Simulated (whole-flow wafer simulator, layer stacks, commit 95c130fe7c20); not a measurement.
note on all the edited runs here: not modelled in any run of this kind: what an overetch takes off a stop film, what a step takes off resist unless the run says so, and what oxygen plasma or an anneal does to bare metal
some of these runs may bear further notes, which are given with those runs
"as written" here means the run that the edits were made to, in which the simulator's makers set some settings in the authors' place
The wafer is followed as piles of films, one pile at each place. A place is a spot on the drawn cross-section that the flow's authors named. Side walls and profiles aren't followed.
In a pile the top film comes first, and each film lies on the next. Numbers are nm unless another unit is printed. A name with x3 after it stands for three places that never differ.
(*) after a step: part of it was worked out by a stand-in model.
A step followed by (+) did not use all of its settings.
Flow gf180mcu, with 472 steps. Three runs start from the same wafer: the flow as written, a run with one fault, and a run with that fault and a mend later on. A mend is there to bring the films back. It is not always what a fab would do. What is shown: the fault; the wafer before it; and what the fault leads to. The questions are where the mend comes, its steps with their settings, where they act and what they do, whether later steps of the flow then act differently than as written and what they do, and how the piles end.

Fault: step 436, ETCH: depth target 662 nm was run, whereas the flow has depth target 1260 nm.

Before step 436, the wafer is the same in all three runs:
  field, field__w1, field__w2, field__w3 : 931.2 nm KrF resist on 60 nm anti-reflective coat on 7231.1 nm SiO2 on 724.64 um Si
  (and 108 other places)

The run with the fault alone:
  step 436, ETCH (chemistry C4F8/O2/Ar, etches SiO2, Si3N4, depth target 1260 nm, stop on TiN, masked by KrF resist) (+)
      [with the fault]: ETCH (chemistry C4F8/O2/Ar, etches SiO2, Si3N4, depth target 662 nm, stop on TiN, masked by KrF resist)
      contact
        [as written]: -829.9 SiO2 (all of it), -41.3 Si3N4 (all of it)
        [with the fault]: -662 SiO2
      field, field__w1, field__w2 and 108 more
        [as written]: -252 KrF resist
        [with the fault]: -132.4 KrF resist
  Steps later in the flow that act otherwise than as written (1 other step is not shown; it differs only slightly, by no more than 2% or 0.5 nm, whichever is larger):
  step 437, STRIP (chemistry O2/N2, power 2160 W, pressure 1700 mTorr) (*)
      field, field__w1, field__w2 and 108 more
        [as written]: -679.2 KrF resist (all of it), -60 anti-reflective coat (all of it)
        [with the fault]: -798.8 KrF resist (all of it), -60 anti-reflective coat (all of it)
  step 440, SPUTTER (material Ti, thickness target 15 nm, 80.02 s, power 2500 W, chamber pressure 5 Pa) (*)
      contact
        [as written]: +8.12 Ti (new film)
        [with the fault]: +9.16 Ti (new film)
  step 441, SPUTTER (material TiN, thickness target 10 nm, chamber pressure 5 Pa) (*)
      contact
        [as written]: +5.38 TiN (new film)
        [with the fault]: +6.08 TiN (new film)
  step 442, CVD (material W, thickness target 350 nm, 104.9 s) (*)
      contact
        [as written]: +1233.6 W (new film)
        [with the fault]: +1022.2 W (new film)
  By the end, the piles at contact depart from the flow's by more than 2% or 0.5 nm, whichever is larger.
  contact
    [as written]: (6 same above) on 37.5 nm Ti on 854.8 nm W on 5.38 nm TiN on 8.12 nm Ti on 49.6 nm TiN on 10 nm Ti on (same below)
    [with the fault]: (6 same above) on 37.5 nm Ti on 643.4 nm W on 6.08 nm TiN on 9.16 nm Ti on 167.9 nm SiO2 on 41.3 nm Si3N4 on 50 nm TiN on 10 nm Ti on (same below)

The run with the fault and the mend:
  After step 436 comes the mend.
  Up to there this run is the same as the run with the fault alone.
  step 436a, ETCH (chemistry C4F8/O2/Ar, etches SiO2, Si3N4, depth target 598 nm, stop on TiN, masked by KrF resist) (+) (the flow's step 436 again, with other settings)
      field, field__w1, field__w2 and 108 more
        -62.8 KrF resist
      contact
        -167.9 SiO2 (all of it), -41.3 Si3N4 (all of it)
  Steps later in the flow that act otherwise than as written:
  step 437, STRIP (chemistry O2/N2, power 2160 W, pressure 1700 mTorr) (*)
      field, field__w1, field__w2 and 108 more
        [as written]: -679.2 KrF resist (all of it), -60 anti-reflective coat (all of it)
        [with the mend]: -736 KrF resist (all of it), -60 anti-reflective coat (all of it)
  At every place that both follow, the piles at the end match the flow's.
